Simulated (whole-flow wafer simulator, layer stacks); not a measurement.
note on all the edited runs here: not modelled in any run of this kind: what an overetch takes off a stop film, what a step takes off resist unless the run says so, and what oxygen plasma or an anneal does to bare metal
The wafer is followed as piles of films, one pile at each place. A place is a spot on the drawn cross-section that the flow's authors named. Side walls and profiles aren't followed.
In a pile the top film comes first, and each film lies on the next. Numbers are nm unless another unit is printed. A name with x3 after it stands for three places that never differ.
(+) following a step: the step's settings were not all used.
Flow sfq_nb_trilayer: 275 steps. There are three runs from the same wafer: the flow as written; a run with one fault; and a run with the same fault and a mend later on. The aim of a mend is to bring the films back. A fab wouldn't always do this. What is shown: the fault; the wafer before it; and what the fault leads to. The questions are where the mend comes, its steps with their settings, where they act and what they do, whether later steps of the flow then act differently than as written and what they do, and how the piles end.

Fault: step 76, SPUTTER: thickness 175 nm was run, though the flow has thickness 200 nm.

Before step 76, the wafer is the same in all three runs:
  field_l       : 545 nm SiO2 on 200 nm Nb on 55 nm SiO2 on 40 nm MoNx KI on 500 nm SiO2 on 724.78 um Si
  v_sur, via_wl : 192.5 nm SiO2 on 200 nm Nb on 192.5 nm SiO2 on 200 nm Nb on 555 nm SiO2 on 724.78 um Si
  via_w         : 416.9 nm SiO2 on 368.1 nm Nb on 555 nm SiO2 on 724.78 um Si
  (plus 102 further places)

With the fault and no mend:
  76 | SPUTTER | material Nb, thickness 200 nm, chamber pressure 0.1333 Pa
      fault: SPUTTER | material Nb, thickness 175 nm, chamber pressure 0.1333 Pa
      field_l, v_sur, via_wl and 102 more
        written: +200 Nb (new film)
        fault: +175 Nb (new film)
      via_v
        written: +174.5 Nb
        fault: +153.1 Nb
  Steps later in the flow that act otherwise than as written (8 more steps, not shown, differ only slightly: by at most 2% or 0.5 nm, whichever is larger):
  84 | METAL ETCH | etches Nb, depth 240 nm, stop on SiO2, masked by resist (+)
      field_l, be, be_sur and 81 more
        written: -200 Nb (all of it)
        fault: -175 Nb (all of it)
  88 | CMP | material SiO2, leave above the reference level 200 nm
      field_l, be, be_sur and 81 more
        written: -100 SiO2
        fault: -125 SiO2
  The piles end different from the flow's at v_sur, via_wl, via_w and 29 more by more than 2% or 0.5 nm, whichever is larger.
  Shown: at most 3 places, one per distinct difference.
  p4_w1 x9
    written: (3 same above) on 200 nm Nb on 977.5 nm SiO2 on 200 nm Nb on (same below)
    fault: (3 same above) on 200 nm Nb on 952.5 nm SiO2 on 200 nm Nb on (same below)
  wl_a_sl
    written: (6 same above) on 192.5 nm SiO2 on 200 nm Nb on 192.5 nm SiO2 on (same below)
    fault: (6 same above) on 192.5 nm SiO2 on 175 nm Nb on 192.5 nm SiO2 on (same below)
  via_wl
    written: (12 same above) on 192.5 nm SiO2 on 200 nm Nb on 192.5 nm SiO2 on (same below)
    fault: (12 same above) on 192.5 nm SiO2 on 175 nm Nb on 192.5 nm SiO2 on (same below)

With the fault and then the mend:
  The mend stands after step 76.
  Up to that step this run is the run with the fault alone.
  76a | SPUTTER | material Nb, thickness 25 nm, chamber pressure 0.1333 Pa (a further turn of the flow's step 76, with different settings)
      field_l, v_sur, via_wl and 102 more
        +25 Nb
      via_v
        +19.3 Nb
  Later steps of the flow that are run all act as written at every place that is followed, up to a difference of at most 2% or 0.5 nm, whichever is larger.
  The piles end only slightly different from the flow's at the places that both follow, by no more than 2% or 0.5 nm, whichever is larger.
